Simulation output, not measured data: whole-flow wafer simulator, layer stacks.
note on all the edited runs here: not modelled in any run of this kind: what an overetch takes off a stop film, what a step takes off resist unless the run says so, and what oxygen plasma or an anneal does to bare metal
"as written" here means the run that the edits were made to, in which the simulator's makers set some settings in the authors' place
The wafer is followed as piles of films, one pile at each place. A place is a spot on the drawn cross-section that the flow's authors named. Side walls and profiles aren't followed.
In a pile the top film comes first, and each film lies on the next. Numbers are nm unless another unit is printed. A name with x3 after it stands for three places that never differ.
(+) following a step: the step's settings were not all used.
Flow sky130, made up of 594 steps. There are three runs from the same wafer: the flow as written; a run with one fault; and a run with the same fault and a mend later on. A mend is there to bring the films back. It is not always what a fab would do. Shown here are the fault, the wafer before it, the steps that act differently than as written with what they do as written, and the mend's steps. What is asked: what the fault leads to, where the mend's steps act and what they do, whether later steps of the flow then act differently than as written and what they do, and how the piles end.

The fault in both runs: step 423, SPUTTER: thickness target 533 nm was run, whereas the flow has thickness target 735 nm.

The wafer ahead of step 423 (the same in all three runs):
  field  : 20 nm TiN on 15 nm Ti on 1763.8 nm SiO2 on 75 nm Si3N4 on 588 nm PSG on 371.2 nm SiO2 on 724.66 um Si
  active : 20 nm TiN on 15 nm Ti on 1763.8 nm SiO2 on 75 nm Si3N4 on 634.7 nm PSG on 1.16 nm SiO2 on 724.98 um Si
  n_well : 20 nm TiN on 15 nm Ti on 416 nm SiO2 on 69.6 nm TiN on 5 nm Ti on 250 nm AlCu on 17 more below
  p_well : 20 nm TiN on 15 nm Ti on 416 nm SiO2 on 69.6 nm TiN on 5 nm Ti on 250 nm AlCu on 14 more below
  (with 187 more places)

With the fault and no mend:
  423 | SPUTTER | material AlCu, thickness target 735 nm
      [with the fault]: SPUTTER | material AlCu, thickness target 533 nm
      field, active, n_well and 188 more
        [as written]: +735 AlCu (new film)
        [with the fault]: +533 AlCu (new film)
  Steps further on in the flow that do not act as written (not shown: 7 more steps that differ only slightly, by at most 2% or 0.5 nm, whichever is larger):
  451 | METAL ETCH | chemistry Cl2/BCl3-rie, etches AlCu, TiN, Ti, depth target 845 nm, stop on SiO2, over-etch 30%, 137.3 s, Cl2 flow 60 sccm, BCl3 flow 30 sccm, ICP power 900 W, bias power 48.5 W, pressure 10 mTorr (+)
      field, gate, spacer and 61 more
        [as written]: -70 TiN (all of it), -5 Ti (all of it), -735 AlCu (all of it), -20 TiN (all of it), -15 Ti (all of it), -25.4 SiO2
        [with the fault]: -70 TiN (all of it), -5 Ti (all of it), -533 AlCu (all of it), -20 TiN (all of it), -15 Ti (all of it), -45.5 SiO2
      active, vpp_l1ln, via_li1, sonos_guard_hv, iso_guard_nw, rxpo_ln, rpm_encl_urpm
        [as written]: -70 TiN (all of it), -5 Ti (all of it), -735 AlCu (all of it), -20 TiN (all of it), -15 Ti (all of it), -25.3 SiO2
        [with the fault]: -70 TiN (all of it), -5 Ti (all of it), -533 AlCu (all of it), -20 TiN (all of it), -15 Ti (all of it), -45.5 SiO2
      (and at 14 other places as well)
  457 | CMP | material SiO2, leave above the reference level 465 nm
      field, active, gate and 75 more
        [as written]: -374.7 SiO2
        [with the fault]: -556.5 SiO2
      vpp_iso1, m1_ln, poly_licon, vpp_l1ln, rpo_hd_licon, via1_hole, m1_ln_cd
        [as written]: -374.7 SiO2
        [with the fault]: -556.4 SiO2
  At field, active, n_well and 190 more, the piles at the end differ from the flow's by more than 2% or 0.5 nm, whichever is larger.
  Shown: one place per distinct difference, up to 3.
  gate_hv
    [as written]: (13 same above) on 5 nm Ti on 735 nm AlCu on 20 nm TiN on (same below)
    [with the fault]: (13 same above) on 5 nm Ti on 533 nm AlCu on 20 nm TiN on (same below)
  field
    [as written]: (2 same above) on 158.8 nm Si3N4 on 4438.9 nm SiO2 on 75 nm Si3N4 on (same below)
    [with the fault]: (2 same above) on 158.8 nm Si3N4 on 4236.9 nm SiO2 on 75 nm Si3N4 on (same below)
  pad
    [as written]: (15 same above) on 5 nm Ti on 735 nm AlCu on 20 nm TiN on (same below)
    [with the fault]: (15 same above) on 5 nm Ti on 533 nm AlCu on 20 nm TiN on (same below)

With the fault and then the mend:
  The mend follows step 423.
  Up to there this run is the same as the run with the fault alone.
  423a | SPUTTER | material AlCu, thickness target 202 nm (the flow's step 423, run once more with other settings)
      field, active, n_well and 188 more
        +202 AlCu
  None of the later steps of the flow acts differently than as written at any place that is followed.
  By the end, the piles equal the flow's at every place that both follow.
